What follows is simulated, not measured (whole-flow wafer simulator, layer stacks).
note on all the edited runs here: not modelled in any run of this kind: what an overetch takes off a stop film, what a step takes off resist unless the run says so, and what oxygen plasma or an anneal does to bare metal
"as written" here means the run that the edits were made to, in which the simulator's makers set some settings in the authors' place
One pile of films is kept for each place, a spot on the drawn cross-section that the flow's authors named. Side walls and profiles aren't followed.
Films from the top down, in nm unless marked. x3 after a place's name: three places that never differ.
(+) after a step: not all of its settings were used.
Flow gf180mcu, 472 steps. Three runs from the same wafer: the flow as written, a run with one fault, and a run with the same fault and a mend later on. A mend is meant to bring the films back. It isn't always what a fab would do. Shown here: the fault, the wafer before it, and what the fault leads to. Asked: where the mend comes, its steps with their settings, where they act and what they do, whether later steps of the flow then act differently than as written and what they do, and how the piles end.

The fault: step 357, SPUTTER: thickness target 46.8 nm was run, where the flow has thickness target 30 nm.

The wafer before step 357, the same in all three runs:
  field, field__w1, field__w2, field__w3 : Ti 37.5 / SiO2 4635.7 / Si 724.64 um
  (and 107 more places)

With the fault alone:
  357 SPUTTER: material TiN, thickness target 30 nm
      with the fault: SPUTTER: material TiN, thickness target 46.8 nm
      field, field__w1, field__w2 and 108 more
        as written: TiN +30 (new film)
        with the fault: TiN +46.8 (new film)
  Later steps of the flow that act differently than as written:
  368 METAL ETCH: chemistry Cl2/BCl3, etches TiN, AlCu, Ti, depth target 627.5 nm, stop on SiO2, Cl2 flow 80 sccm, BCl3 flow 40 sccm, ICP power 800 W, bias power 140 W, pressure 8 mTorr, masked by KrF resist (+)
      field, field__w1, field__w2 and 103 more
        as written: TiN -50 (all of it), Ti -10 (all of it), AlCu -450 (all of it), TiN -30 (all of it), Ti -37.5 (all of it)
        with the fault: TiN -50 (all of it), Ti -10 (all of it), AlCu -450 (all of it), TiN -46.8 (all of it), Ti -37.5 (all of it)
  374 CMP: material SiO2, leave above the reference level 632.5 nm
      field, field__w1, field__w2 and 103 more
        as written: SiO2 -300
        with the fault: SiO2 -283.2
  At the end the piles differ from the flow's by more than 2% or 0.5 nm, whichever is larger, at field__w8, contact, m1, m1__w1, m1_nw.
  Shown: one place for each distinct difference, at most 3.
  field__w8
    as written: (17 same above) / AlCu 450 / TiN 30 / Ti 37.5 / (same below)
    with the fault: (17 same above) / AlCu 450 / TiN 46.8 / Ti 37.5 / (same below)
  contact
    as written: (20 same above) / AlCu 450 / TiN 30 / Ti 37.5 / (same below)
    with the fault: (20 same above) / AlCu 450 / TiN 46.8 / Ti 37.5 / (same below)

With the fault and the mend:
  The mend comes after step 357.
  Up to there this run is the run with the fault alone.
  357a METAL ETCH: chemistry Cl2/BCl3, etches TiN, AlCu, Ti, depth target 16.8 nm, Cl2 flow 80 sccm, BCl3 flow 40 sccm, ICP power 800 W, bias power 140 W, pressure 8 mTorr (the flow's step 260 once more, with other settings)
      field, field__w1, field__w2 and 108 more
        TiN -16.8
  No later step of the flow acts differently than as written at any place that is followed.
  At the end the piles are the same as the flow's at every place that both follow.
